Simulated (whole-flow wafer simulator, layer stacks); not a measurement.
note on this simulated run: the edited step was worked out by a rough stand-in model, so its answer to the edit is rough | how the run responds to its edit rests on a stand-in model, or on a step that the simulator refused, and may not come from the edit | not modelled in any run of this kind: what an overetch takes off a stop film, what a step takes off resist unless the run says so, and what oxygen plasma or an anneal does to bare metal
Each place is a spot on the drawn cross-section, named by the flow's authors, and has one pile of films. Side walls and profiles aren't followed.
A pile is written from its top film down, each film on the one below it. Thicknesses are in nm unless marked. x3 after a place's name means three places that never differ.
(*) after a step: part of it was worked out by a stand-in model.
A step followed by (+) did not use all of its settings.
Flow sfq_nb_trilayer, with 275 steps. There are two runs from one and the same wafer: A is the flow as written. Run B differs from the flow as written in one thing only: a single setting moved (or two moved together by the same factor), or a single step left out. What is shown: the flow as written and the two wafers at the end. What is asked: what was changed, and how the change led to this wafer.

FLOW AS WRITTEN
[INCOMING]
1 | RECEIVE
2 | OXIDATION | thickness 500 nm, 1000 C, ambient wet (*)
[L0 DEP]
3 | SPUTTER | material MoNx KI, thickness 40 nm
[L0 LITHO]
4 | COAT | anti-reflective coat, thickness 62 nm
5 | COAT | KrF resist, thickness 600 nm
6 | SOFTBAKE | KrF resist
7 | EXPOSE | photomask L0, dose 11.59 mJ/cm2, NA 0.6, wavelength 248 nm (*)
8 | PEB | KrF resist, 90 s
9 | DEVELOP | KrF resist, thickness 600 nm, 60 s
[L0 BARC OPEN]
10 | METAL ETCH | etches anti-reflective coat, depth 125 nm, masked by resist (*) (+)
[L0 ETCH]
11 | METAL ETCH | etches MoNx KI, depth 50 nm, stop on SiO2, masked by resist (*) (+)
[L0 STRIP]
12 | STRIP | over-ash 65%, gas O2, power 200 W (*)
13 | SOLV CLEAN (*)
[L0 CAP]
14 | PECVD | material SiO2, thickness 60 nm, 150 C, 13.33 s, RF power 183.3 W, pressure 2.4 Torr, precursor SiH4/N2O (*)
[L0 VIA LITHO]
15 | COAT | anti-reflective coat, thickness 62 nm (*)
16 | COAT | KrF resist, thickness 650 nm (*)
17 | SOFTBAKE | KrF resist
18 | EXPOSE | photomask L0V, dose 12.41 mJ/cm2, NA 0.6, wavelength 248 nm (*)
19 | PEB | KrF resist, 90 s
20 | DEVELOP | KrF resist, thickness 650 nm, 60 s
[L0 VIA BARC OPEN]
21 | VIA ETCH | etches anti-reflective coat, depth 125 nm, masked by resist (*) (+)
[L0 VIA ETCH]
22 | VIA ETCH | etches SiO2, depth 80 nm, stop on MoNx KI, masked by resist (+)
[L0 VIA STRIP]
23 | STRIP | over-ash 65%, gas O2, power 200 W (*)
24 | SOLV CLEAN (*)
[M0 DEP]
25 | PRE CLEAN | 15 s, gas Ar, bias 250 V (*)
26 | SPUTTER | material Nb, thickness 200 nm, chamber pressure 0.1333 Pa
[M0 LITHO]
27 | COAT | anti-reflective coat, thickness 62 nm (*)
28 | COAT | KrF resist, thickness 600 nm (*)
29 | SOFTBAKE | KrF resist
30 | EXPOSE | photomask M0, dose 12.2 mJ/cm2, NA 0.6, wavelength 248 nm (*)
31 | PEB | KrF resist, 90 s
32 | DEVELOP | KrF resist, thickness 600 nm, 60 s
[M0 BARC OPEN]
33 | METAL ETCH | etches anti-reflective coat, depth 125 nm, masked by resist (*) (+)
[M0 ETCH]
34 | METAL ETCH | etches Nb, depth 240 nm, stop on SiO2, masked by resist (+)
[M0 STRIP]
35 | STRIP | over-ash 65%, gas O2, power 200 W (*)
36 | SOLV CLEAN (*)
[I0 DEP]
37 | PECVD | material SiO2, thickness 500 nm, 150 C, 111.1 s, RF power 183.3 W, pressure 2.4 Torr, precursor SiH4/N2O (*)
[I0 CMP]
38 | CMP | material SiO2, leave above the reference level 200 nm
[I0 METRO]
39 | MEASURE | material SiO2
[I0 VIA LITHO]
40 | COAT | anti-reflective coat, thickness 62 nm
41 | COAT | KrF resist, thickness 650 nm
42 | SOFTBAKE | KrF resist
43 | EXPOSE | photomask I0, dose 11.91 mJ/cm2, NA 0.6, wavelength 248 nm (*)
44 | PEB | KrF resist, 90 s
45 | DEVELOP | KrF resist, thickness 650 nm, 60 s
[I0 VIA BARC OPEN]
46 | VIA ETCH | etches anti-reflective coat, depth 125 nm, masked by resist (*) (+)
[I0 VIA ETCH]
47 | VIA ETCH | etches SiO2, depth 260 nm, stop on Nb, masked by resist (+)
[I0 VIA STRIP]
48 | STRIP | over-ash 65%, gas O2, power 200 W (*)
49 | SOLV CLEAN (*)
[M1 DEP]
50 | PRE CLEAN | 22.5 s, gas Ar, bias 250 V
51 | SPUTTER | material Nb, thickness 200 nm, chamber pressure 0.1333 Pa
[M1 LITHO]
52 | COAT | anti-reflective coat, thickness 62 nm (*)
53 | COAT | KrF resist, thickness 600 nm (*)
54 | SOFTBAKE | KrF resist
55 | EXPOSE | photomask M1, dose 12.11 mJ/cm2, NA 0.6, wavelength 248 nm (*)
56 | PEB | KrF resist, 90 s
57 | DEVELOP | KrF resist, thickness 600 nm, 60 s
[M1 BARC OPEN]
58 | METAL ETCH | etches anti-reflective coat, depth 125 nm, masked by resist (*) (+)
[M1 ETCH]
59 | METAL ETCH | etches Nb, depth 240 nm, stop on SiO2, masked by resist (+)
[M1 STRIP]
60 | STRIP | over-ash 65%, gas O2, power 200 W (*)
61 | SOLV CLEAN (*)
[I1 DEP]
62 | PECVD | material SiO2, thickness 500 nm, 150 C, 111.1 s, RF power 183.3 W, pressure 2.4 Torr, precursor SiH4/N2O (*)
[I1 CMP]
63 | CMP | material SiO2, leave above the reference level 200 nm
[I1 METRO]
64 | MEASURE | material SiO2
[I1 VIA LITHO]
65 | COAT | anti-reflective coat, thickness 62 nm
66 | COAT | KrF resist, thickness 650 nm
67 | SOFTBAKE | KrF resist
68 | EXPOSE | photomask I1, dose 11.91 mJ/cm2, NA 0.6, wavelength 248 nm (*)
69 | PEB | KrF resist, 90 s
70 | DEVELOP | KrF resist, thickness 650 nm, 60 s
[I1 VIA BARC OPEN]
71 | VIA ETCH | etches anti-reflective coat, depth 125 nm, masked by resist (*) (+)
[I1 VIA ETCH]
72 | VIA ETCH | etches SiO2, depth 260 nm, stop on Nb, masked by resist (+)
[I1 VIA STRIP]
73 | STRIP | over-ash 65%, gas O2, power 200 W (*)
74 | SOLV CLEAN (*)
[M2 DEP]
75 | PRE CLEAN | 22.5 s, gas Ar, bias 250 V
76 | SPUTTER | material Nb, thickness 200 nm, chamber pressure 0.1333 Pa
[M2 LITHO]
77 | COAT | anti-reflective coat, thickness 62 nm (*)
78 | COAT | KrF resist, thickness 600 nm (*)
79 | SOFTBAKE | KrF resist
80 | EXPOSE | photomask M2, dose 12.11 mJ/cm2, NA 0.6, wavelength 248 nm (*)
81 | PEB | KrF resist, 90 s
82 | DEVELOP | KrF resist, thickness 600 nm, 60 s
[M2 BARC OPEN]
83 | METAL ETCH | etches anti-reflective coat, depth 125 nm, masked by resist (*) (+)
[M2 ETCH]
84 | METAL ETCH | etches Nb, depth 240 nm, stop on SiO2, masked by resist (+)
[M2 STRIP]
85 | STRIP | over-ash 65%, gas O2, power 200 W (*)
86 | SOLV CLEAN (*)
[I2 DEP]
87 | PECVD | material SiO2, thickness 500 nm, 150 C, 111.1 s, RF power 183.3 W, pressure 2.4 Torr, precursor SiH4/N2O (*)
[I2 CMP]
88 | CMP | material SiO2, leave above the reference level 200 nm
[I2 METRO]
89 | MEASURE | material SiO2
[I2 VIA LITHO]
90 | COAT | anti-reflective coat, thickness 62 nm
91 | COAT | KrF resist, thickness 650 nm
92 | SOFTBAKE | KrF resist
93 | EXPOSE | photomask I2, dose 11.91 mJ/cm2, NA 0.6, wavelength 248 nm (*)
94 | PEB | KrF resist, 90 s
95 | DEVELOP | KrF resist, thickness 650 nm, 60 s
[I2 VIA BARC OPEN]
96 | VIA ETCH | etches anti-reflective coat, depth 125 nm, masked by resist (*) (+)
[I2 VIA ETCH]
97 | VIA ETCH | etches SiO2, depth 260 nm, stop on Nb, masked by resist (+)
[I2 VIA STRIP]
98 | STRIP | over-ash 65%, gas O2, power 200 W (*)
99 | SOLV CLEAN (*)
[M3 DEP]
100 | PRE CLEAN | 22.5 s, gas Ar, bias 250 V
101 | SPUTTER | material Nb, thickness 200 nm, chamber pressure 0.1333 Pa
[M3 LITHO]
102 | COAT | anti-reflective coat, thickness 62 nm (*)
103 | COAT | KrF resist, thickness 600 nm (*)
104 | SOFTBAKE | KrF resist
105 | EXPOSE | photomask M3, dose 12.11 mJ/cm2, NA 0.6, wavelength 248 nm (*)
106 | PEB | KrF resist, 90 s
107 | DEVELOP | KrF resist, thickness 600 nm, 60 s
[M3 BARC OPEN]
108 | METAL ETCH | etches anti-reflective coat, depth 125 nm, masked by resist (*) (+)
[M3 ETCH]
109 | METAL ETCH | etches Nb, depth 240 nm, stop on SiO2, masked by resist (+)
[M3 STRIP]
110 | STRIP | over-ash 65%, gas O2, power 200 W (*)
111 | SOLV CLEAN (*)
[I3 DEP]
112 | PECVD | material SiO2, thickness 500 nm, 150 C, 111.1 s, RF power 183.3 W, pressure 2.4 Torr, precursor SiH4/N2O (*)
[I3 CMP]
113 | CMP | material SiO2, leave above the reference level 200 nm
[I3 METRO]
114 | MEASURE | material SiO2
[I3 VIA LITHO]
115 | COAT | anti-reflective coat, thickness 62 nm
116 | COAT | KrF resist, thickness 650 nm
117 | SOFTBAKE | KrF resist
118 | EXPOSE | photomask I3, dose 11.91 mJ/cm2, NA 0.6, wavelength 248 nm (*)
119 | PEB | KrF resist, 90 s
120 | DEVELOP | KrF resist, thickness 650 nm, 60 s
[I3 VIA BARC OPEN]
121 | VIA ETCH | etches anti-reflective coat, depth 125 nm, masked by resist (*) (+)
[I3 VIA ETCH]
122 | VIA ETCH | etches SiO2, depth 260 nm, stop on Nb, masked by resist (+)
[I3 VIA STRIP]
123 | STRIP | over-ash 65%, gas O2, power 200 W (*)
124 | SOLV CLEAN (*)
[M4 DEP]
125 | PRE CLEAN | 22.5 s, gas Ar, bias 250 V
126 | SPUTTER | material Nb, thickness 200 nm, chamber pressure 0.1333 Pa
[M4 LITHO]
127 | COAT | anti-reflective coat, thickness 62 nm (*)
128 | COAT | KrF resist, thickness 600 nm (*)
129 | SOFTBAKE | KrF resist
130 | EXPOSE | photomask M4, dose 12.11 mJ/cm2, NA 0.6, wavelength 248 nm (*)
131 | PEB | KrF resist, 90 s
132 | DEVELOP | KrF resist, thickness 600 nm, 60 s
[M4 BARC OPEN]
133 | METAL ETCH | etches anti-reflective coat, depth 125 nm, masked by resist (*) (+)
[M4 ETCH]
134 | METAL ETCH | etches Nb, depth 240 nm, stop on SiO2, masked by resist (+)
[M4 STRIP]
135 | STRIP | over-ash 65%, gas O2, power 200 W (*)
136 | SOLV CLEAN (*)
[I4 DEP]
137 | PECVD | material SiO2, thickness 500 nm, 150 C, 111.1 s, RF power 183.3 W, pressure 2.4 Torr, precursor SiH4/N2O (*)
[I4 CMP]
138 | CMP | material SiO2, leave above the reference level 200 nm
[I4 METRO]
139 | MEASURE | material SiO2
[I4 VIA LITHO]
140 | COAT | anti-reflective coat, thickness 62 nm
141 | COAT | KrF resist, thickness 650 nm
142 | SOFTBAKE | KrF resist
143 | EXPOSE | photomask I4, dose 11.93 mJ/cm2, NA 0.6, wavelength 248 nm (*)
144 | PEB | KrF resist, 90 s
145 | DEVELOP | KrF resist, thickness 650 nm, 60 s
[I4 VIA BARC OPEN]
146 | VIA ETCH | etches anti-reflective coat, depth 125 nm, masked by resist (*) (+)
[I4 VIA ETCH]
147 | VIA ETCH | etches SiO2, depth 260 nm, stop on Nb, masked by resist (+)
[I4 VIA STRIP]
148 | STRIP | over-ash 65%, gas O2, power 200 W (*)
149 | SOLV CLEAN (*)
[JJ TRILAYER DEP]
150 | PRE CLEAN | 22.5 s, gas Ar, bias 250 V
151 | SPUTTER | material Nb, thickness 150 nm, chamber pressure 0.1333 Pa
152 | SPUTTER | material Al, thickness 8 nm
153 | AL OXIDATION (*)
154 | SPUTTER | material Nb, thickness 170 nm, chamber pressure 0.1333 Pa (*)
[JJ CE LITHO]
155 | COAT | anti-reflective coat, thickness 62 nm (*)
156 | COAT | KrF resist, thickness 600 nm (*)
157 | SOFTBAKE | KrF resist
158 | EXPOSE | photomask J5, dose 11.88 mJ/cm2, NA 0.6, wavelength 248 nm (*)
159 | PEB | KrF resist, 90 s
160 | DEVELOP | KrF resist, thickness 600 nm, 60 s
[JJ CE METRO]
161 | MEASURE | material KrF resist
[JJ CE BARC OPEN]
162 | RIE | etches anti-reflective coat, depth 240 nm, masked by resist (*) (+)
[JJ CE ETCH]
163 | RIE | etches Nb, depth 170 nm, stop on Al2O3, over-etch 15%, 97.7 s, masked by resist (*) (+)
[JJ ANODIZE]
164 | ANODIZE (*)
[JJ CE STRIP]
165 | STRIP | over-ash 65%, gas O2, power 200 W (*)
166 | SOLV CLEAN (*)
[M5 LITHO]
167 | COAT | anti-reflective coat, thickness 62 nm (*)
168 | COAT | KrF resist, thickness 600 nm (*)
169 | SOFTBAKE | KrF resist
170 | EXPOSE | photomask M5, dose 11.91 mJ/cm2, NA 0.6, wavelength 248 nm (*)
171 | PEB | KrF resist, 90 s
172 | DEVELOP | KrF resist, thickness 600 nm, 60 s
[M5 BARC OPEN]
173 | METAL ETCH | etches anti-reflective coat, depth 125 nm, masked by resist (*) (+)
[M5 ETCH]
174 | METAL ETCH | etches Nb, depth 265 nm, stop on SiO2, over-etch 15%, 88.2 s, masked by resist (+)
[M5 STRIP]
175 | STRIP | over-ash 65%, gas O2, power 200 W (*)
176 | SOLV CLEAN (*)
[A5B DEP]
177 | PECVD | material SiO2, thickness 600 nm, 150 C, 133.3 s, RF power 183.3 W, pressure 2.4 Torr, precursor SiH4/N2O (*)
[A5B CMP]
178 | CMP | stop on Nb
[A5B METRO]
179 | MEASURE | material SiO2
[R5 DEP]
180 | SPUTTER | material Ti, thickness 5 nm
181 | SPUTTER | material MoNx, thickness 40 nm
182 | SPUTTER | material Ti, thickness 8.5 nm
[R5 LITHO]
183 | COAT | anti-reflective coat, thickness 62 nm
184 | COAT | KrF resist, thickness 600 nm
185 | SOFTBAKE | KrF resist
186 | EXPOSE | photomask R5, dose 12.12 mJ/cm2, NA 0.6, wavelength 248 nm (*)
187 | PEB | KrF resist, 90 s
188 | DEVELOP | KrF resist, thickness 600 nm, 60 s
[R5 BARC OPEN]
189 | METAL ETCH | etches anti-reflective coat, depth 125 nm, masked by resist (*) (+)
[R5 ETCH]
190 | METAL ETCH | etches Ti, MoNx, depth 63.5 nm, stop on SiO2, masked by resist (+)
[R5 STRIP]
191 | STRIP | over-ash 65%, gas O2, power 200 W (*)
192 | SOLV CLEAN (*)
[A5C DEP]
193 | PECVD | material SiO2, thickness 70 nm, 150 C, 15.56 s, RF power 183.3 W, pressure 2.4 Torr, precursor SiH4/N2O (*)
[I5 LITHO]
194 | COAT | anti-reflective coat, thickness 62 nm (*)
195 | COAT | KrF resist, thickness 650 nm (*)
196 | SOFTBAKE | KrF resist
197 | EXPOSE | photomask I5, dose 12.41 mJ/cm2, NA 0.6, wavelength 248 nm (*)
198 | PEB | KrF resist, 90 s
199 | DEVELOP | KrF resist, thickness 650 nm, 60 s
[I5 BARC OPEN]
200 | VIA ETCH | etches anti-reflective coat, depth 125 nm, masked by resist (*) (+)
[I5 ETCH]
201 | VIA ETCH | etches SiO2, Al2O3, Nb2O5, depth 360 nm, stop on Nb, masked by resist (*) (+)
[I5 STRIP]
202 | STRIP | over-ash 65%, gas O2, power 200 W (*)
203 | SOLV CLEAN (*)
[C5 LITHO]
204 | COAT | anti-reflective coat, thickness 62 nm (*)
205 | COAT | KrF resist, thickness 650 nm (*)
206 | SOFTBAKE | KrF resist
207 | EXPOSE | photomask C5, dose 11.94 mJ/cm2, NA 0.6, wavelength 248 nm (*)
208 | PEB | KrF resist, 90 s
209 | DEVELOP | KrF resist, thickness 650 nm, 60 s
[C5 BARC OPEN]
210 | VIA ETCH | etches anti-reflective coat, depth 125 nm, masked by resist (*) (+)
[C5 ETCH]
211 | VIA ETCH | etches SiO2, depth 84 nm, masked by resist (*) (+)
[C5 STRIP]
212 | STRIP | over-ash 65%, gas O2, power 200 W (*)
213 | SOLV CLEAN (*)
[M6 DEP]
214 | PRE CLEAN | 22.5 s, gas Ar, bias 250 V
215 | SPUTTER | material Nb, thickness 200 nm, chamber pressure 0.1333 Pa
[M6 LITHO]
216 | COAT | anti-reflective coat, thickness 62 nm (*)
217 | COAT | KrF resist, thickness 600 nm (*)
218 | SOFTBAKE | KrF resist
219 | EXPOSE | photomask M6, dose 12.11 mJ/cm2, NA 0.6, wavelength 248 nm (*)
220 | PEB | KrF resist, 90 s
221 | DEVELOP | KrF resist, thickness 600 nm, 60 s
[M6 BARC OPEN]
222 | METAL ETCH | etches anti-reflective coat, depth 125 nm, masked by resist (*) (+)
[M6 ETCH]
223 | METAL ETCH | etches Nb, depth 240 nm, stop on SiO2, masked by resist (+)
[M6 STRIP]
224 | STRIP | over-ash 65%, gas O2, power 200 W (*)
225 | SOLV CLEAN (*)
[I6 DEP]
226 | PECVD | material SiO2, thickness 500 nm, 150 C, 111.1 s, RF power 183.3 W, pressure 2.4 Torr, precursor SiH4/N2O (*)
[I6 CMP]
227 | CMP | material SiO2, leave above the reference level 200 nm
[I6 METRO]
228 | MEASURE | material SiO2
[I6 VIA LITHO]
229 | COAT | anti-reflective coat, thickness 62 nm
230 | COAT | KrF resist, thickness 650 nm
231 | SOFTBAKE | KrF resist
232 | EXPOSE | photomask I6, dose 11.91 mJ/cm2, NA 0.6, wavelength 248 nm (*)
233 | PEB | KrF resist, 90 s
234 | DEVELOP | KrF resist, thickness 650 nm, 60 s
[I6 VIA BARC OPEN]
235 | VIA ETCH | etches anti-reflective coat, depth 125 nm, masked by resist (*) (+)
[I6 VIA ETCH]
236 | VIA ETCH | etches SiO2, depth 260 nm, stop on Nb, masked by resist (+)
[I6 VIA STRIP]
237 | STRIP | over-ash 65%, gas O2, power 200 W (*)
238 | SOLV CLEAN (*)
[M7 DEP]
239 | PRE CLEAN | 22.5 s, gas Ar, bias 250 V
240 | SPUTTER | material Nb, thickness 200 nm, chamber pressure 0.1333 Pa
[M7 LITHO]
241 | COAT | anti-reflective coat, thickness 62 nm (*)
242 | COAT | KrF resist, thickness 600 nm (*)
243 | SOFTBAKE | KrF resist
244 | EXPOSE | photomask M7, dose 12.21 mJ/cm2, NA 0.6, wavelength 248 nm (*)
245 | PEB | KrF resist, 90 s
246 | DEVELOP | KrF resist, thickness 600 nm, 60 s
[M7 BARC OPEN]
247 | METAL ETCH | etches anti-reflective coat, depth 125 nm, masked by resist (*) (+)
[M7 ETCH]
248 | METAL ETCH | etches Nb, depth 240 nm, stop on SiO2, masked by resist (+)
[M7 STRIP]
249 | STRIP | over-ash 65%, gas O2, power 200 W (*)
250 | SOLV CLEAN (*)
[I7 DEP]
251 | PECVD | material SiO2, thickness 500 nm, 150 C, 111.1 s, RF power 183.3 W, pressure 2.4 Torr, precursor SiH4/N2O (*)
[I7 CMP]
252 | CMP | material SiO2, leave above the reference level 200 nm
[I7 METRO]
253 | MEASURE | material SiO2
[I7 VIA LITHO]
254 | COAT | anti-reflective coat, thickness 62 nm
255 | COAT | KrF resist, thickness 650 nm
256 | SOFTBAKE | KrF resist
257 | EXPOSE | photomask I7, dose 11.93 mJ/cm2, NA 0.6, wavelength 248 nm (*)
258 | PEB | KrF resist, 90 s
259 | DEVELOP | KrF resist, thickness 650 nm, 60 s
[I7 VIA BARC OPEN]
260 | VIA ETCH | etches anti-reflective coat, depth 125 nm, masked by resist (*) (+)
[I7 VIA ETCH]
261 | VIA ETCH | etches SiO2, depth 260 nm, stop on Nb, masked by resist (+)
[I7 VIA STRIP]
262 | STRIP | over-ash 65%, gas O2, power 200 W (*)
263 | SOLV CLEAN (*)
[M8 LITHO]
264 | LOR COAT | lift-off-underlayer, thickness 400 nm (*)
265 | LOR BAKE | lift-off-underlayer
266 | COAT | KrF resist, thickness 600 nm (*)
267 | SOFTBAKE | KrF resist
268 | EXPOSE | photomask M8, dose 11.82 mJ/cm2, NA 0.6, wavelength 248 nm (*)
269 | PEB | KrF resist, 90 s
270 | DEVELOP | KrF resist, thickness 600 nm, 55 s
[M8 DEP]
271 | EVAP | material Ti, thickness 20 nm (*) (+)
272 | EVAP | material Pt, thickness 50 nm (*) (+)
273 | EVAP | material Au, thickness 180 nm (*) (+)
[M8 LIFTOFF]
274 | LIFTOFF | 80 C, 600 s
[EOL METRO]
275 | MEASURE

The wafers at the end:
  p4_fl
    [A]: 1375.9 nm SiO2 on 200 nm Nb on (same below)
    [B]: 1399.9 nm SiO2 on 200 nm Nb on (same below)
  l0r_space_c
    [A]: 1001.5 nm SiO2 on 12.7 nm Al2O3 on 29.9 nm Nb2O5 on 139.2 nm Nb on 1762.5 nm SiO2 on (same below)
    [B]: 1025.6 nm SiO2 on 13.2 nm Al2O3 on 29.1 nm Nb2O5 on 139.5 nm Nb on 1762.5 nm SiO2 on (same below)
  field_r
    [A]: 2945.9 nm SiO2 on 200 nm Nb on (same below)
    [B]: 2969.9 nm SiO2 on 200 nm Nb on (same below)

What caused this: step 154, SPUTTER: thickness 194 nm was run, though the flow has thickness 170 nm.

How this came from the change, step by step:
  154 | SPUTTER | material Nb, thickness 170 nm, chamber pressure 0.1333 Pa (*)
      field_l, v_sur, via_sp and 100 more: A +170 Nb (new film) | B +194 Nb (new film)
      via_wl, via_wr: A +140.7 Nb (new film) | B +160.7 Nb (new film)
      (and at 1 other place as well)
  155 | COAT | anti-reflective coat, thickness 62 nm (*)
      via_wl, via_wr: A +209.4 anti-reflective coat (new film) | B +216.1 anti-reflective coat (new film)
      via_w: A +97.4 anti-reflective coat (new film) | B +99.6 anti-reflective coat (new film)
  162 | RIE | etches anti-reflective coat, depth 240 nm, masked by resist (*) (+)
      ce_l, c5j, ce_r, wl_jj: A -209.4 KrF resist | B -216.1 KrF resist
      via_wl, via_wr: A -209.4 anti-reflective coat (all of it) | B -216.1 anti-reflective coat (all of it)
      (and at 1 other place as well)
  163 | RIE | etches Nb, depth 170 nm, stop on Al2O3, over-etch 15%, 97.7 s, masked by resist (*) (+)
      field_l, v_sur, via_sp and 96 more: A -170 Nb (all of it), -0.51 Al2O3 | B -194 Nb (all of it), -0.03 Al2O3
      via_wl, via_wr: A -140.7 Nb (all of it), -0.96 Al2O3 (all of it) | B -160.7 Nb (all of it), -0.96 Al2O3 (all of it)
      (and at 1 other place as well)
  164 | ANODIZE (*)
      field_l, v_sur, via_sp and 96 more: A +12.2 Al2O3, +29.9 Nb2O5 (new film), -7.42 Al (all of it), -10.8 Nb | B +12.2 Al2O3, +29.1 Nb2O5 (new film), -7.42 Al (all of it), -10.5 Nb
  165 | STRIP | over-ash 65%, gas O2, power 200 W (*)
      ce_l: A -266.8 KrF resist (all of it), -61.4 anti-reflective coat (all of it) | B -260 KrF resist (all of it), -61.4 anti-reflective coat (all of it)
      c5j: A -266.9 KrF resist (all of it), -61.5 anti-reflective coat (all of it) | B -260.1 KrF resist (all of it), -61.5 anti-reflective coat (all of it)
      (and at 2 other places as well)
  167 | COAT | anti-reflective coat, thickness 62 nm (*)
      wl_j_sl, wl_j_sr: A +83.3 anti-reflective coat (new film) | B +86.7 anti-reflective coat (new film)
      jj_sur: A +82.6 anti-reflective coat (new film) | B +85.5 anti-reflective coat (new film)
      (and at 5 other places as well)
  168 | COAT | KrF resist, thickness 600 nm (*)
      ce_l: A +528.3 KrF resist (new film) | B +513 KrF resist (new film)
      c5j: A +507.6 KrF resist (new film) | B +493.7 KrF resist (new film)
      (and at 2 other places as well)
  174 | METAL ETCH | etches Nb, depth 265 nm, stop on SiO2, over-etch 15%, 88.2 s, masked by resist (+)
      field_l, r_sur, res and 50 more: A -12.6 Al2O3 (all of it), -29.9 Nb2O5 (all of it), -139.2 Nb (all of it), -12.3 SiO2 | B -13.1 Al2O3 (all of it), -29.1 Nb2O5 (all of it), -139.5 Nb (all of it), -12.3 SiO2
  175 | STRIP | over-ash 65%, gas O2, power 200 W (*)
      jj_sur: A -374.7 KrF resist (all of it), -82.6 anti-reflective coat (all of it) | B -376.5 KrF resist (all of it), -85.5 anti-reflective coat (all of it)
      ce_l: A -299.6 KrF resist (all of it), -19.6 anti-reflective coat (all of it) | B -284.4 KrF resist (all of it), -17.3 anti-reflective coat (all of it)
      (and at 6 other places as well)
  178 | CMP | stop on Nb
      v_sur, via_sp, via_v and 43 more: A -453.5 SiO2 | B -429.4 SiO2
      field_l, p4_fl, p4_fm and 39 more: A -259.3 SiO2 | B -235.3 SiO2
      (and at 14 other places as well)
  201 | VIA ETCH | etches SiO2, Al2O3, Nb2O5, depth 360 nm, stop on Nb, masked by resist (*) (+)
      be: A -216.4 SiO2 (all of it), -12.7 Al2O3 (all of it), -29.9 Nb2O5 (all of it) | B -240.4 SiO2 (all of it), -13.2 Al2O3 (all of it), -29.1 Nb2O5 (all of it)
  204 | COAT | anti-reflective coat, thickness 62 nm (*)
      be: A +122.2 anti-reflective coat (new film) | B +125.7 anti-reflective coat (new film)
  205 | COAT | KrF resist, thickness 650 nm (*)
      be: A +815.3 KrF resist (new film) | B +832.3 KrF resist (new film)
  212 | STRIP | over-ash 65%, gas O2, power 200 W (*)
      be: A -728.2 KrF resist (all of it), -122.2 anti-reflective coat (all of it) | B -745.1 KrF resist (all of it), -125.7 anti-reflective coat (all of it)
  215 | SPUTTER | material Nb, thickness 200 nm, chamber pressure 0.1333 Pa
      be: A +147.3 Nb | B +142.1 Nb
  ... 3 other steps ...
  226 | PECVD | material SiO2, thickness 500 nm, 150 C, 111.1 s, RF power 183.3 W, pressure 2.4 Torr, precursor SiH4/N2O (*)
      be: A +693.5 SiO2 (new film) | B +722.5 SiO2 (new film)
